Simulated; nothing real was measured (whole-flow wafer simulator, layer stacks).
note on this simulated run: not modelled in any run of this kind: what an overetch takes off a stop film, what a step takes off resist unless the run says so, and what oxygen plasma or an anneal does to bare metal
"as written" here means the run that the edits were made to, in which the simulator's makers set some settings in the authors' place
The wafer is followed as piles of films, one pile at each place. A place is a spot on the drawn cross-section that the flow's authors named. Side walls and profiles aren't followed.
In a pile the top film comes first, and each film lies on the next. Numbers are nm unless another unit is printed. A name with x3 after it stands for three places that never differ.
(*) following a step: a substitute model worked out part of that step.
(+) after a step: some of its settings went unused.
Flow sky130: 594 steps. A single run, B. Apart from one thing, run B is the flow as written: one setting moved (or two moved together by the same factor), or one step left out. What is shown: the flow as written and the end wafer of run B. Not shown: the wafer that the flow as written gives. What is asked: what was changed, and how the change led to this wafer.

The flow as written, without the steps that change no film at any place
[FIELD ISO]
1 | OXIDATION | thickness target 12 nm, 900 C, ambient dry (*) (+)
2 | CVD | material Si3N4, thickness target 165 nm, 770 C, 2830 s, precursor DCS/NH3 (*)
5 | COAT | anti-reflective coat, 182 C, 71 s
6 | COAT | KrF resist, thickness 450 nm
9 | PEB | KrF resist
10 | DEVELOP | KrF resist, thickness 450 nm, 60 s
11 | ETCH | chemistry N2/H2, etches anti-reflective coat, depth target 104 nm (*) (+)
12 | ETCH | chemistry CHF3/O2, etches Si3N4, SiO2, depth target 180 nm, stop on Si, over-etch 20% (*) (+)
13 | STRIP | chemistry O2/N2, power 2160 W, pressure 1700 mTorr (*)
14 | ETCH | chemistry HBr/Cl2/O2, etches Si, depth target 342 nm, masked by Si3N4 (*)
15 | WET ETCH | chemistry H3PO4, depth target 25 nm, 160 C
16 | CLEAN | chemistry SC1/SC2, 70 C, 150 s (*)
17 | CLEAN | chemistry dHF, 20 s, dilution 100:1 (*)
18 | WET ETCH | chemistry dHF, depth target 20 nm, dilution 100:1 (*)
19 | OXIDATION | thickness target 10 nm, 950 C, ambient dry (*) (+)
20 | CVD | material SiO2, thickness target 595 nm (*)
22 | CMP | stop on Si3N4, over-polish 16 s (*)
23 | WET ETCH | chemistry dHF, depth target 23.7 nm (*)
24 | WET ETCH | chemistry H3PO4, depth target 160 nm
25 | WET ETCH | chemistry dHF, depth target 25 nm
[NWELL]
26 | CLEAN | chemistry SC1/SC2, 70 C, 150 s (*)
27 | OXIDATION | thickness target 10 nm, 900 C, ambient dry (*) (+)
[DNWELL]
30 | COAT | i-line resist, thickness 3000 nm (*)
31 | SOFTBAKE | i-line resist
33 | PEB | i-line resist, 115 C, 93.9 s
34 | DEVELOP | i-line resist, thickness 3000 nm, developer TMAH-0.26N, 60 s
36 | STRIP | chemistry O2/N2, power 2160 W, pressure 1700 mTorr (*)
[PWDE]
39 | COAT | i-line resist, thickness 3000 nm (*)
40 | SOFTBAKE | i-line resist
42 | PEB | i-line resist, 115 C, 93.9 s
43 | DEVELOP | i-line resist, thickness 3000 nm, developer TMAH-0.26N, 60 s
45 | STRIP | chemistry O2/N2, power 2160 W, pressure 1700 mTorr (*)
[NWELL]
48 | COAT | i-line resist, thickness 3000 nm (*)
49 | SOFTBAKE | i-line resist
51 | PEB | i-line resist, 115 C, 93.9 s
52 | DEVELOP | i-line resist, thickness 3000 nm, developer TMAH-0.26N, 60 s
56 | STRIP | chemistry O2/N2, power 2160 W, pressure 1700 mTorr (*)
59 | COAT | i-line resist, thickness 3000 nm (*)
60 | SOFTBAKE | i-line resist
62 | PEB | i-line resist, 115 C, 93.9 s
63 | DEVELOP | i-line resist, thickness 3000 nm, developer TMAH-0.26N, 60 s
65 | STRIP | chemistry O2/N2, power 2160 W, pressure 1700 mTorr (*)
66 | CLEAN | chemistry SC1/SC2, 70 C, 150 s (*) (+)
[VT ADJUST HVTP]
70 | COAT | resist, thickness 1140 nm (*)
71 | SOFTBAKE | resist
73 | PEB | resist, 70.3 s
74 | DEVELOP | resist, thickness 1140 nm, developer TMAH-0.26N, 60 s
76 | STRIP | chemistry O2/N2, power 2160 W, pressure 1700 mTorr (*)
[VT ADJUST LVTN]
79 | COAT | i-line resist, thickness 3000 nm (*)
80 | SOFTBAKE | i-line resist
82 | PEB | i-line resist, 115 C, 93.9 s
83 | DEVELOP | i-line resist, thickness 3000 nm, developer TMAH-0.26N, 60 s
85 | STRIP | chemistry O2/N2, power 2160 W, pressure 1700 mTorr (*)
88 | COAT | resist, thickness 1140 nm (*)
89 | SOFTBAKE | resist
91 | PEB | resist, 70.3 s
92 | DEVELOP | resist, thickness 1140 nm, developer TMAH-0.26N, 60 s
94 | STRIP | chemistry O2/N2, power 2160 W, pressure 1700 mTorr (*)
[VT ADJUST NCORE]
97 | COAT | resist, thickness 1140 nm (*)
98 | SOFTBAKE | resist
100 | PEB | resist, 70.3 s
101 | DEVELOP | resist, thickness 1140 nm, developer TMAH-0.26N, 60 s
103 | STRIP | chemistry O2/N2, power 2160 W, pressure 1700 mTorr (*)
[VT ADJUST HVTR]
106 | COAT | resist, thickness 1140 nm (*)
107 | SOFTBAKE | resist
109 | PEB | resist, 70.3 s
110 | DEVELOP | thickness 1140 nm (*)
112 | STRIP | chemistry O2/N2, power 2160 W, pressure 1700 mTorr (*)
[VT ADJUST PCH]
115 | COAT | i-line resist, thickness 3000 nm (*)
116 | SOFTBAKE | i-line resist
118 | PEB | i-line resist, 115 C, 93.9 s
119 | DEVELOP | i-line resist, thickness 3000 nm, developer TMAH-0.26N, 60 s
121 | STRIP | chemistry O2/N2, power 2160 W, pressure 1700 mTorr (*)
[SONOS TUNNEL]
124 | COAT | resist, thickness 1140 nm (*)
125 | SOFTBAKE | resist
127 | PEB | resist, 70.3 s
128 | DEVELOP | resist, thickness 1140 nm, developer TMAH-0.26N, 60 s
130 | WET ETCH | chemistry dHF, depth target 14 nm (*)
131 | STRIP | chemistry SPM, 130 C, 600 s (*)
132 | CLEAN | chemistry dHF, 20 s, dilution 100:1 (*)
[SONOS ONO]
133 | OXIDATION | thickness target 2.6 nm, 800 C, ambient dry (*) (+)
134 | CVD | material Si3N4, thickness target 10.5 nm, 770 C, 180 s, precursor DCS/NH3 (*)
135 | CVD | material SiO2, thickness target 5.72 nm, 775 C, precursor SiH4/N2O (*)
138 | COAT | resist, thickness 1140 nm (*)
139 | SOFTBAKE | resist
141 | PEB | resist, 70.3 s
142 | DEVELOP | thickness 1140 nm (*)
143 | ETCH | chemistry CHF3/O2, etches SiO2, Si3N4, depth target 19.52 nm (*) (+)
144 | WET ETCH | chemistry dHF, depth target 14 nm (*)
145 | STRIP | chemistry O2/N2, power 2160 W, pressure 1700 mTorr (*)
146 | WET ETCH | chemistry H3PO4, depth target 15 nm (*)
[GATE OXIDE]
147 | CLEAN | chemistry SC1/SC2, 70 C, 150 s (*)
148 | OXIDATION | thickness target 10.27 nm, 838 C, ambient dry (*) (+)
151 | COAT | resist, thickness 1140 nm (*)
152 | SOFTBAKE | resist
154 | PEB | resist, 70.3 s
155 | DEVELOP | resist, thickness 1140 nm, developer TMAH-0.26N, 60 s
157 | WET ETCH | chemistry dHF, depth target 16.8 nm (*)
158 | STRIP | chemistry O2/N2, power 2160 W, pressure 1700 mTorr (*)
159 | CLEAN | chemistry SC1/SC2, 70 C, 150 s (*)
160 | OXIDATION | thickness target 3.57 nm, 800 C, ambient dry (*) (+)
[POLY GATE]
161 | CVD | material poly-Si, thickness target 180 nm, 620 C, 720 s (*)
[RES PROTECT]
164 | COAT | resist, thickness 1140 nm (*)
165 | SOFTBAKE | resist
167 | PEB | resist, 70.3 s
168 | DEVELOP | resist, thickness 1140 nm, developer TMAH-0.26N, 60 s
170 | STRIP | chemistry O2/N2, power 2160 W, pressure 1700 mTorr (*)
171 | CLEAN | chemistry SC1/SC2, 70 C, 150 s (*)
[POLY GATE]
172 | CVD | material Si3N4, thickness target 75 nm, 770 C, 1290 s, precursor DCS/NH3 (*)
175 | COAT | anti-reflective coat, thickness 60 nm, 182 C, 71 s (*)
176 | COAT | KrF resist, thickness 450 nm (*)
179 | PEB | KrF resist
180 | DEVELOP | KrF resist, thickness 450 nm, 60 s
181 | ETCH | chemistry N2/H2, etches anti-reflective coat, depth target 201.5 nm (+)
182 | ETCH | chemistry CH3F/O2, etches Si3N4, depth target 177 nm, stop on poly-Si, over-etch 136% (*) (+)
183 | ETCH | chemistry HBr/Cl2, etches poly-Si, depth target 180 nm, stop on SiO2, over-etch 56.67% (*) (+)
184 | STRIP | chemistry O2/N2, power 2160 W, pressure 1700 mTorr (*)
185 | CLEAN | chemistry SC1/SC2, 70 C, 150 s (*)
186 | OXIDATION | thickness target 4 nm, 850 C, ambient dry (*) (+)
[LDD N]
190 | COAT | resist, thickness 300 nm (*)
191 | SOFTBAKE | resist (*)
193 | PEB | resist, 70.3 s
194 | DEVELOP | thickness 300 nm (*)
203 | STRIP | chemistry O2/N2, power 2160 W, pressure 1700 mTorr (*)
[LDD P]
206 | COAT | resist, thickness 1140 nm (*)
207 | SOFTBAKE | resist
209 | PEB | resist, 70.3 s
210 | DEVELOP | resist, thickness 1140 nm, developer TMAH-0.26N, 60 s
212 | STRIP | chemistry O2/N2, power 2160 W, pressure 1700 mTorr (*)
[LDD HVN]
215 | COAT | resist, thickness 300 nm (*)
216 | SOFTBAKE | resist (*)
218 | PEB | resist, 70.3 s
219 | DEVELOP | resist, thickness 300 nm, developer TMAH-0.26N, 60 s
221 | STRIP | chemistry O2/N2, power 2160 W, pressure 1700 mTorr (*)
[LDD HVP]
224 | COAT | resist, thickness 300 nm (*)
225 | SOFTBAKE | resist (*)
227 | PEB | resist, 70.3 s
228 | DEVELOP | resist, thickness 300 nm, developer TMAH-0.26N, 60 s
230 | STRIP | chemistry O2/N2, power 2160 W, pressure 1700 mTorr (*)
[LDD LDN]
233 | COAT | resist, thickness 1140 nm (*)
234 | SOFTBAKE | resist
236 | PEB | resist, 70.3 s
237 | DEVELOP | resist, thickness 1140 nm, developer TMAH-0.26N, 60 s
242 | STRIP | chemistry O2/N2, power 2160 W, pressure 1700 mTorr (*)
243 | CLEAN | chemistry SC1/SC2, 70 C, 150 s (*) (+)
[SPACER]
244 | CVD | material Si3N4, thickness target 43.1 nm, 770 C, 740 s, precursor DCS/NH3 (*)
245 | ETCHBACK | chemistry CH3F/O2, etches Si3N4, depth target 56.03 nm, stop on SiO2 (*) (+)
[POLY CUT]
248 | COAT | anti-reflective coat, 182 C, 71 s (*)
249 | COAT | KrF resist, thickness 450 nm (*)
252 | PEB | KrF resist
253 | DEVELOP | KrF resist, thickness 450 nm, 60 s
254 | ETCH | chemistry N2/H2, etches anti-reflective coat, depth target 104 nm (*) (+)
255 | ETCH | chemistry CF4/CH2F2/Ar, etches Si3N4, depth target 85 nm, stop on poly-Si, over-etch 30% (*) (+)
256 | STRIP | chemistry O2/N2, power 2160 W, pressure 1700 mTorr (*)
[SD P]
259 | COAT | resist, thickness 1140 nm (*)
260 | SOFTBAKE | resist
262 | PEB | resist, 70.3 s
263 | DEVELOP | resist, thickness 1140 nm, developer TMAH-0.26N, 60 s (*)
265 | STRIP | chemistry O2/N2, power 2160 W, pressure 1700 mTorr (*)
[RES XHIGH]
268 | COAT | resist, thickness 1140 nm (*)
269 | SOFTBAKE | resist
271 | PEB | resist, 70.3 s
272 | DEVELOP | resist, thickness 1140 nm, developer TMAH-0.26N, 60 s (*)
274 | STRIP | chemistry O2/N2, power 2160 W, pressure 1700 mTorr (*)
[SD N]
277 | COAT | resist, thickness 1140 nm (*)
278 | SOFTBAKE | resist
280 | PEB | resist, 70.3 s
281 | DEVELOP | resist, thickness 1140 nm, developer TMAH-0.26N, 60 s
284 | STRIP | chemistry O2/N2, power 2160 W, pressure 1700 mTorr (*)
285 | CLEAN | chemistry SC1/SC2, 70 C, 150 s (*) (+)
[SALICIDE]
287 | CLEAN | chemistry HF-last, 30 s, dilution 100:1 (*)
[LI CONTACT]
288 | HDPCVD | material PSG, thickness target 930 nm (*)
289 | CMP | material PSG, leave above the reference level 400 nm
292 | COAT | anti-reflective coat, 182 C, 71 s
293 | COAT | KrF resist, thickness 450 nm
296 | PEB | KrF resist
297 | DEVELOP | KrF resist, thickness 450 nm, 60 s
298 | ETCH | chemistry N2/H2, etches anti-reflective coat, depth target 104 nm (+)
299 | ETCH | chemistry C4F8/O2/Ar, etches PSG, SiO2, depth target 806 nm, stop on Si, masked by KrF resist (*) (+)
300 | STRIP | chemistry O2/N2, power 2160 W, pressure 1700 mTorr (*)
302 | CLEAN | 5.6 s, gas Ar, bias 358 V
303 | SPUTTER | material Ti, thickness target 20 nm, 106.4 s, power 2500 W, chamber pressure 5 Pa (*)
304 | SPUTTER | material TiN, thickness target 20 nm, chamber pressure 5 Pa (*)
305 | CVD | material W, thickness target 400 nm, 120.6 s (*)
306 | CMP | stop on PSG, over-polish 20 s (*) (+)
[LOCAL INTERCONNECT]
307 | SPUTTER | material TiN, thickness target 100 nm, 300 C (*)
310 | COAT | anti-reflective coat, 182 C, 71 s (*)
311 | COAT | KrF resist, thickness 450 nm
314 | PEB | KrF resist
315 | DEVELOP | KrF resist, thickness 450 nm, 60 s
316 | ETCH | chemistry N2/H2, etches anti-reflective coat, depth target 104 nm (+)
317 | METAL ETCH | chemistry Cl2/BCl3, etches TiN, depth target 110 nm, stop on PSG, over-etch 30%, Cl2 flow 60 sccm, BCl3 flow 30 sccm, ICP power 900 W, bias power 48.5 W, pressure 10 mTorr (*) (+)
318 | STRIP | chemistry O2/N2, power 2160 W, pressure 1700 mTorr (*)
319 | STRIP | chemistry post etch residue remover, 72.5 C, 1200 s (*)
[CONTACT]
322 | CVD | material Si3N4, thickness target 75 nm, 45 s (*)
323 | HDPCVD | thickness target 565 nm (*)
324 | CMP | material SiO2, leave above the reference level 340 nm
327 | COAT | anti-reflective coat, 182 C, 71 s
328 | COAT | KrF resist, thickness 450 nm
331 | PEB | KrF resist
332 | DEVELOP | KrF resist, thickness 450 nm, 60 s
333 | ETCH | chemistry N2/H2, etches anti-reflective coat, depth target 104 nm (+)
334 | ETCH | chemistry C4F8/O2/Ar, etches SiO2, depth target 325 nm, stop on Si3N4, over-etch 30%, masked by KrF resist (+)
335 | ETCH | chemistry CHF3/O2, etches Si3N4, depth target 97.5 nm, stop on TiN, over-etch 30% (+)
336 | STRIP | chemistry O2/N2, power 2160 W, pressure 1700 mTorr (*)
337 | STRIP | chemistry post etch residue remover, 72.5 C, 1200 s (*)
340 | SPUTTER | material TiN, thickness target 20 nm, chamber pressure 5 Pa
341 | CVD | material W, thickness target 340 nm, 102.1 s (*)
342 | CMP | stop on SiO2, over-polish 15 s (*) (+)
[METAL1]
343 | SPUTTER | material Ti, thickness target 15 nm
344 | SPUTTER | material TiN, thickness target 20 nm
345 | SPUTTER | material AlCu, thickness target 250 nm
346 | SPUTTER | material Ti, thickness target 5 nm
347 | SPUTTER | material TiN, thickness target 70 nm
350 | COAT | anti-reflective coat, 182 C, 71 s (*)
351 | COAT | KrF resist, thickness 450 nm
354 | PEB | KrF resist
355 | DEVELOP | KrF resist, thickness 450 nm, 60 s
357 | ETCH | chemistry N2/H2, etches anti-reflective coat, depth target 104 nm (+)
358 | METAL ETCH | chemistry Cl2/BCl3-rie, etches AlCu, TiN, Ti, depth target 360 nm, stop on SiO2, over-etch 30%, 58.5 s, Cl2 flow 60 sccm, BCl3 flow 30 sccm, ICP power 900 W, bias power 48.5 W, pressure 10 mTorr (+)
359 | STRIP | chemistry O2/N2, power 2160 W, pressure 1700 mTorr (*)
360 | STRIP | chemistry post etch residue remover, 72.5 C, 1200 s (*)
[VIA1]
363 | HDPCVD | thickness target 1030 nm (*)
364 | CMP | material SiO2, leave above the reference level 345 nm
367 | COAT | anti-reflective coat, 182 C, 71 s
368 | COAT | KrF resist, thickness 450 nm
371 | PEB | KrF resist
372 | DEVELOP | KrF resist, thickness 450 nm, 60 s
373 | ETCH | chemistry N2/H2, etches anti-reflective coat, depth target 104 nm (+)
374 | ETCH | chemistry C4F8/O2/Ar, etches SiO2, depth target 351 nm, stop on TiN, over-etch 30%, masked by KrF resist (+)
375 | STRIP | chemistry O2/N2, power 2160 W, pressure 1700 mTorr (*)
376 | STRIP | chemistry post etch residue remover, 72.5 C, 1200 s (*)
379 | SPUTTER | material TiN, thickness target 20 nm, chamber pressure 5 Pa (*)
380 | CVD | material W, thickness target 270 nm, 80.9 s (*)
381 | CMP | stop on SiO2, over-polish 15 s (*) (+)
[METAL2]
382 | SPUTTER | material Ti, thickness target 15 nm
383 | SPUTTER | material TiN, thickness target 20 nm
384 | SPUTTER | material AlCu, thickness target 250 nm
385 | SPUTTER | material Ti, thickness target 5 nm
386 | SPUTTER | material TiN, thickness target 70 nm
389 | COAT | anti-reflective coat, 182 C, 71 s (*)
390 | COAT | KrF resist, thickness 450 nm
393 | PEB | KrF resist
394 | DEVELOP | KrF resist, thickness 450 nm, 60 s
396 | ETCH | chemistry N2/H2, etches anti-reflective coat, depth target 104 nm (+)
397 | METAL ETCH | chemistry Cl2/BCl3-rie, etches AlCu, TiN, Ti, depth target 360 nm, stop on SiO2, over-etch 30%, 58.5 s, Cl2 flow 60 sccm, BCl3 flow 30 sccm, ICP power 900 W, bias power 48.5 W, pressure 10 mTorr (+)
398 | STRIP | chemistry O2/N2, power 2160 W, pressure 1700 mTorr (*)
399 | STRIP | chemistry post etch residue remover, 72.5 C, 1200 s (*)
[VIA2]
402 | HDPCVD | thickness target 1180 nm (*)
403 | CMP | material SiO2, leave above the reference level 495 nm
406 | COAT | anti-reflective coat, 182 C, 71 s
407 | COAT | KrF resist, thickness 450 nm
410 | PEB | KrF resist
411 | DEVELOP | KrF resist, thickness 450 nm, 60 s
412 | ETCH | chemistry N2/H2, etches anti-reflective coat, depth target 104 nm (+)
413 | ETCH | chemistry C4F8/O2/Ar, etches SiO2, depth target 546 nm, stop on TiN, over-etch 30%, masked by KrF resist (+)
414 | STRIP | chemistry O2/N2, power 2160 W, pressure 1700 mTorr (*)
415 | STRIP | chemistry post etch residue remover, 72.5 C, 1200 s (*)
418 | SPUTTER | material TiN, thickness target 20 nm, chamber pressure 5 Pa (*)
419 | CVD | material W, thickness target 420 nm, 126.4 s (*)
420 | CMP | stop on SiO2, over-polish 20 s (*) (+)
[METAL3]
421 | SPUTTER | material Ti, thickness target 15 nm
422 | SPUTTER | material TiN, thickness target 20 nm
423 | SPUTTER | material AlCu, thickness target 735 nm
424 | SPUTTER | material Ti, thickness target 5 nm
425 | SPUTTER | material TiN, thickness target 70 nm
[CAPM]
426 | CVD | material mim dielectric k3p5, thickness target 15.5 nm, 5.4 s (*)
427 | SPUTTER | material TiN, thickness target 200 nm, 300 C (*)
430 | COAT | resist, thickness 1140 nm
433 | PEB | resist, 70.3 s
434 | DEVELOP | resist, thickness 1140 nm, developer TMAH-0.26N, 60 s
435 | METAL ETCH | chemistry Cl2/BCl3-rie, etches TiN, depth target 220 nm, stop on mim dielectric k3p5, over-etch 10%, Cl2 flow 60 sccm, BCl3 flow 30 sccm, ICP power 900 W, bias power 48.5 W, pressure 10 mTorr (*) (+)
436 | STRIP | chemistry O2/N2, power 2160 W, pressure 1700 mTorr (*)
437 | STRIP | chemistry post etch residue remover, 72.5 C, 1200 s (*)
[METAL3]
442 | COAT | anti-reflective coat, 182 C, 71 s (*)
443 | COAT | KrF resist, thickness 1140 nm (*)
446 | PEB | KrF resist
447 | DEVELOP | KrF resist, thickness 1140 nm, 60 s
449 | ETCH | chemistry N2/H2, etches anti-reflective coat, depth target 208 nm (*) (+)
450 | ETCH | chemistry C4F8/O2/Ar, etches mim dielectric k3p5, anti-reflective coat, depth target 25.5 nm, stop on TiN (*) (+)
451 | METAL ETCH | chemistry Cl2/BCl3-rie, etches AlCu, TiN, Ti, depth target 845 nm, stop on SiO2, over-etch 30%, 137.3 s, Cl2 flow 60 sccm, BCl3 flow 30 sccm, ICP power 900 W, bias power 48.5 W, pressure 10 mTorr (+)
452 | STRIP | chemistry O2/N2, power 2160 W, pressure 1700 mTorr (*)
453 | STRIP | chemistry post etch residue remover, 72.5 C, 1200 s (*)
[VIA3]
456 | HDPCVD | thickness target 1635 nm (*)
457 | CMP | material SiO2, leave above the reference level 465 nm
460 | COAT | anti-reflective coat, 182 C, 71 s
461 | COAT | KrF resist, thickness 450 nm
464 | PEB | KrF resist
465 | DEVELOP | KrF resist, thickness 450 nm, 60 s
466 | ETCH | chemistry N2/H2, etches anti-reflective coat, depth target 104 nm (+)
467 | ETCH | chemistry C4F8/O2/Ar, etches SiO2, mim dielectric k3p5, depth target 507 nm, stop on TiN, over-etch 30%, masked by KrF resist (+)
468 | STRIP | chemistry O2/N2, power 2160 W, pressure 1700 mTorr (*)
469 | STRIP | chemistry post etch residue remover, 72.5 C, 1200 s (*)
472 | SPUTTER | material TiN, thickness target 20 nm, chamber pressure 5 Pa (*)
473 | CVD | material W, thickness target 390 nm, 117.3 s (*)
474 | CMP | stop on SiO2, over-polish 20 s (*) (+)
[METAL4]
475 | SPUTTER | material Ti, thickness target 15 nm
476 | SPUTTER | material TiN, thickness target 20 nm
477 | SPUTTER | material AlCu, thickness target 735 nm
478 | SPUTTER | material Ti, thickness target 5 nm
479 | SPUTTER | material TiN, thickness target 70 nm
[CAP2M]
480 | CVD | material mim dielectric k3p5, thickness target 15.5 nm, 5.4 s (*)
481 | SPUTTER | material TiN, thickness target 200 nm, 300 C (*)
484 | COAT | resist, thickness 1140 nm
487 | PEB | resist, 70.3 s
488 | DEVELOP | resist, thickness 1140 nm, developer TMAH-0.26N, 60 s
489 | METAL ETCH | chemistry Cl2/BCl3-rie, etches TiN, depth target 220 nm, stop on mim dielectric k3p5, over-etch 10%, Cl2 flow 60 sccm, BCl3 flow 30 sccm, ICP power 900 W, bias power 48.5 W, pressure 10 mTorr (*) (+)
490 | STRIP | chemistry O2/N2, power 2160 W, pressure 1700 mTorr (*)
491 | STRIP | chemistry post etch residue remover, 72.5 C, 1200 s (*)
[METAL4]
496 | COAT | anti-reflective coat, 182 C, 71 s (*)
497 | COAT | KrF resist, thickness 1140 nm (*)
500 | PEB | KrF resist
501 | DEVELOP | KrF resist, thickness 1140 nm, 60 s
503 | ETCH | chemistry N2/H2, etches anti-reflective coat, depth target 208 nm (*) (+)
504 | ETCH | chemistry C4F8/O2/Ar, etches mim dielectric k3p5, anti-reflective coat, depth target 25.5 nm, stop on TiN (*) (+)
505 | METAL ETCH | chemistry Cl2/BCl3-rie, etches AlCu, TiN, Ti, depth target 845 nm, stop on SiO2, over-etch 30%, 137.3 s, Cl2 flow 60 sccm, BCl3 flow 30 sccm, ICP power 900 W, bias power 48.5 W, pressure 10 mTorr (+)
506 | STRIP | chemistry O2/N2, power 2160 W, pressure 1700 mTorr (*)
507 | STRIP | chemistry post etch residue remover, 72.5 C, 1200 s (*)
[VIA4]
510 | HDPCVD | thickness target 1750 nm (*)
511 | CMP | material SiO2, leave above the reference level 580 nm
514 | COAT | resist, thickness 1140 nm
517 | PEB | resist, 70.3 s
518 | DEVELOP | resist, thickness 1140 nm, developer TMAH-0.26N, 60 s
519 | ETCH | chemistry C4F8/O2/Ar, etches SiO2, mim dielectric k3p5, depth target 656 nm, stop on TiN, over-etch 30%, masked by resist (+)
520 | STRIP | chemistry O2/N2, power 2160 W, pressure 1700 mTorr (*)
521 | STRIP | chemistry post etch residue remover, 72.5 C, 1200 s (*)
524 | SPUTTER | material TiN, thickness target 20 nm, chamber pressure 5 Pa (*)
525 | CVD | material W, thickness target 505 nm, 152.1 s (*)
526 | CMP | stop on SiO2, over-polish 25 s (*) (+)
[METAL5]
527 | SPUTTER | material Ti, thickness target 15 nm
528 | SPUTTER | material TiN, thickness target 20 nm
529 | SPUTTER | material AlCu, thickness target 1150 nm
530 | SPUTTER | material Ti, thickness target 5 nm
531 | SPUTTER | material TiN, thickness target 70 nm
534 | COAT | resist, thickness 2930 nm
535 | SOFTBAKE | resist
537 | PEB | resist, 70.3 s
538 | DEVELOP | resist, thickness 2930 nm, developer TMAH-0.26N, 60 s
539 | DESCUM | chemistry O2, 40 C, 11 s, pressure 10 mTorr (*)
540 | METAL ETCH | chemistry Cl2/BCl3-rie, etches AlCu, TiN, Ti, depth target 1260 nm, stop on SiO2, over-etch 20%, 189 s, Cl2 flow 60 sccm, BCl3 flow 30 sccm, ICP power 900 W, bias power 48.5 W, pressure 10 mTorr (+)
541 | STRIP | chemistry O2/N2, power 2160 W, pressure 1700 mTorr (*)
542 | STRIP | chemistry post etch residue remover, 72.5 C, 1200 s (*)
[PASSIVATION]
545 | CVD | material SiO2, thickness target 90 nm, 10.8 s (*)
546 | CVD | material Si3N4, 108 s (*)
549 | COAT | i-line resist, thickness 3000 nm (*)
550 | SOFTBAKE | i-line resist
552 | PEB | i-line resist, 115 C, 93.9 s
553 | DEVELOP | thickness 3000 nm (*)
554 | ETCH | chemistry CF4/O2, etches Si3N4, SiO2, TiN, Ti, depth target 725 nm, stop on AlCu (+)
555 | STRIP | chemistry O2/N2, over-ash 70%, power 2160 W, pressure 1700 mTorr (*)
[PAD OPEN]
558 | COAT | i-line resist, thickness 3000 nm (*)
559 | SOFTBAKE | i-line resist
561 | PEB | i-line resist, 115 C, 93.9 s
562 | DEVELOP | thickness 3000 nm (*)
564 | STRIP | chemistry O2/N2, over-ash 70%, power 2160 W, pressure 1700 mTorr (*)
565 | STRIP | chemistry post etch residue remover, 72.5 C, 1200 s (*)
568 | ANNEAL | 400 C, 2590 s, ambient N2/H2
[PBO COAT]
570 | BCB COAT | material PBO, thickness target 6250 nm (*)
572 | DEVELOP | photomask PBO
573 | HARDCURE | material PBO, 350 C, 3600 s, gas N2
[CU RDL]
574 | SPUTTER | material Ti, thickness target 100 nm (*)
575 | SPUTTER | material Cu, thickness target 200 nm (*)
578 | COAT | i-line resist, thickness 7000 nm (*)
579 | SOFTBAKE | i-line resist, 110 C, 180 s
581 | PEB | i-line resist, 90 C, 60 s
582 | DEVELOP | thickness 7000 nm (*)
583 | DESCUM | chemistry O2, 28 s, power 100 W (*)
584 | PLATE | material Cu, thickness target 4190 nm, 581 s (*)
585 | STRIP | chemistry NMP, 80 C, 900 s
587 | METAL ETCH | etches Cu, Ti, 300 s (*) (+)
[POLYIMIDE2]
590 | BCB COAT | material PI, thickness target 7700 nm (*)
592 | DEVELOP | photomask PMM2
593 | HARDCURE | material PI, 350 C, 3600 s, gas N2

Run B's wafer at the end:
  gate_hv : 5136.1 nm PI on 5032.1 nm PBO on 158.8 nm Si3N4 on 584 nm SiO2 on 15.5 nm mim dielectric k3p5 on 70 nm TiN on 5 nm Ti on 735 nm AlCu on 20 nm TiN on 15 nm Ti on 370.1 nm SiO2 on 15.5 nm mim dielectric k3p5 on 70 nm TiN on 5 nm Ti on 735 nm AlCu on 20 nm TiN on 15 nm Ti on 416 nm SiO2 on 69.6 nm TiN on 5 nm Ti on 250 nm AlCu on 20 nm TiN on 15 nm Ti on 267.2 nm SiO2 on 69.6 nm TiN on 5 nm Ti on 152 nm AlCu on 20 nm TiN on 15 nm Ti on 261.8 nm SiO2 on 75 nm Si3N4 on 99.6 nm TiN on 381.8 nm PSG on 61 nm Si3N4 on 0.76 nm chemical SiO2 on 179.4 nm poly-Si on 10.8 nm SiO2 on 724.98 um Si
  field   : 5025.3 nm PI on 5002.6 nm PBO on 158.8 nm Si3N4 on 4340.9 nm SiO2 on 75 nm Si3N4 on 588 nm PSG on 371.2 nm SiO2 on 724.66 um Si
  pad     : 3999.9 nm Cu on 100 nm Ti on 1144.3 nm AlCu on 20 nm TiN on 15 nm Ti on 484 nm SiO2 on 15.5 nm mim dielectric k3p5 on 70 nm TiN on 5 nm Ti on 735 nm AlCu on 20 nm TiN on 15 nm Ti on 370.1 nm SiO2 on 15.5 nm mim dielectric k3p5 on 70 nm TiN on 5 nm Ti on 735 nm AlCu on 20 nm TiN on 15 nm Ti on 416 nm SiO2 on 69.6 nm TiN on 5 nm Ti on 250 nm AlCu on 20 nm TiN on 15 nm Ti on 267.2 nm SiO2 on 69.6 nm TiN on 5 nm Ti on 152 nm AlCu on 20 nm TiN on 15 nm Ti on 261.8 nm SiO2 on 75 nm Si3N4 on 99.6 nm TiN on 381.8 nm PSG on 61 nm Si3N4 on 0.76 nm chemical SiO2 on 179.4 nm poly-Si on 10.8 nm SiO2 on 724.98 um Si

Cause: step 345, SPUTTER: thickness target 152 nm was run, whereas the flow has thickness target 250 nm.
The wafer lets one read it off: gate_hv has AlCu 152, and step 345 as written asks for 250 nm.

The path from the change to this, step by step:
  345 | SPUTTER | material AlCu, thickness target 250 nm
      field, active, n_well and 188 more: AlCu gains 152 (new film) (it would be, as written: AlCu gains 250 (new film))
  358 | METAL ETCH | chemistry Cl2/BCl3-rie, etches AlCu, TiN, Ti, depth target 360 nm, stop on SiO2, over-etch 30%, 58.5 s, Cl2 flow 60 sccm, BCl3 flow 30 sccm, ICP power 900 W, bias power 48.5 W, pressure 10 mTorr (+)
      field, active, gate and 81 more: TiN loses 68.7 (all of it), Ti loses 5 (all of it), AlCu loses 152 (all of it), TiN loses 20 (all of it), Ti loses 15 (all of it), SiO2 loses 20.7 (it would be, as written: TiN loses 68.7 (all of it), Ti loses 5 (all of it), AlCu loses 250 (all of it), TiN loses 20 (all of it), Ti loses 15 (all of it), SiO2 loses 10.9)
  364 | CMP | material SiO2, leave above the reference level 345 nm
      field, active, gate and 81 more: SiO2 loses 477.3 (it would be, as written: SiO2 loses 389.1)
